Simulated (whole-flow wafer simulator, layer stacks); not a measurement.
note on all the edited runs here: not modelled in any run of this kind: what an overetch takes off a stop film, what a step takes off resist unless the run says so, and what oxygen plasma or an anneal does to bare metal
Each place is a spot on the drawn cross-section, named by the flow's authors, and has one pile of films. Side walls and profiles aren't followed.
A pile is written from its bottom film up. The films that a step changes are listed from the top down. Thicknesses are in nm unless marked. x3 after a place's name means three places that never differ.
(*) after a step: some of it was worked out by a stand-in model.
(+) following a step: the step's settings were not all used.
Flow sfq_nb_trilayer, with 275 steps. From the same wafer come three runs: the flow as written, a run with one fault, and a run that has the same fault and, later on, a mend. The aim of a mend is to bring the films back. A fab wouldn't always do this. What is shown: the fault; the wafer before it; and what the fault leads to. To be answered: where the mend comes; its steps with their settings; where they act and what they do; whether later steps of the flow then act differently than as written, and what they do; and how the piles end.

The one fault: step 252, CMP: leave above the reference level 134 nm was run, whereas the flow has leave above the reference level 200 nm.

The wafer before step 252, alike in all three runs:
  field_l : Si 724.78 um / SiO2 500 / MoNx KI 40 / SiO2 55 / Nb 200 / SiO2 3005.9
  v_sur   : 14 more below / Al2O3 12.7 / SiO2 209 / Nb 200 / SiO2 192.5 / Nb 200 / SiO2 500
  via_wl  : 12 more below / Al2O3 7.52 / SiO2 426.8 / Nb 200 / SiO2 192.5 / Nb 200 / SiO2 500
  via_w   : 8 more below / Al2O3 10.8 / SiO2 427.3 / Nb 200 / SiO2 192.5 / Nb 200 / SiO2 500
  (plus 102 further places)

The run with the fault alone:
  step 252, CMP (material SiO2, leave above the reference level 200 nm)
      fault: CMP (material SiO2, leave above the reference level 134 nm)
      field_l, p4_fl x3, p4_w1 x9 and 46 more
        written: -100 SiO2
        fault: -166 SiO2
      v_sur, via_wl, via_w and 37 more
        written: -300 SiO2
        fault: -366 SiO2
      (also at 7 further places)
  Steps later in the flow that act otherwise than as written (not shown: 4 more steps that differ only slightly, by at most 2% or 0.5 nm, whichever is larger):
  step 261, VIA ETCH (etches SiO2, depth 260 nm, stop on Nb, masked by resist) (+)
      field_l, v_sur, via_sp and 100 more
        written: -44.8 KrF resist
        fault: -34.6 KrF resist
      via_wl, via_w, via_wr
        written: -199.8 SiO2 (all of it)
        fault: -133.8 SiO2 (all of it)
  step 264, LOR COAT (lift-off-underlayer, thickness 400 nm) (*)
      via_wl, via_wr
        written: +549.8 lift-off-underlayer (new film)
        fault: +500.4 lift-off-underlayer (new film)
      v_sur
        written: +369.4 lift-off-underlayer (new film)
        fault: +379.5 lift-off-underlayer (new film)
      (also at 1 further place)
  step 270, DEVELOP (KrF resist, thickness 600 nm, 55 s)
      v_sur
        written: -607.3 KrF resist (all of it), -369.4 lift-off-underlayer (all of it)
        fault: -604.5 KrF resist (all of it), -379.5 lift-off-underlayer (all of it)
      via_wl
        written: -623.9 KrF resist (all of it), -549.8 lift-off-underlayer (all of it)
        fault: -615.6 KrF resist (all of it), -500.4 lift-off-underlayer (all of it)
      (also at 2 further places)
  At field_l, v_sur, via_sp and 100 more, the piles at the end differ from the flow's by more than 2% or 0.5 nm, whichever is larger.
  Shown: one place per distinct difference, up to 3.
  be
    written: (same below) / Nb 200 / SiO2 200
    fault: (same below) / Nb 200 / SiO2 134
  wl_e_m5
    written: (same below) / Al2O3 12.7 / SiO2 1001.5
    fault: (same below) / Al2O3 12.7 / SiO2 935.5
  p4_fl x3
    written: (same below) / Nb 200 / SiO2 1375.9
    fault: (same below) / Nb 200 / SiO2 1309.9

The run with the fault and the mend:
  After step 253 comes the mend.
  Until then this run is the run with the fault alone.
  step 253a, PECVD (material SiO2, thickness 66 nm, 150 C, 14.67 s, RF power 183.3 W, pressure 2.4 Torr, precursor SiH4/N2O) (the flow's step 251 again, with other settings)
      field_l, v_sur, via_wl and 103 more
        +66 SiO2
  Every later step of the flow that is run acts as written at every place that is followed.
  The piles end the same as the flow's at every place that both follow.
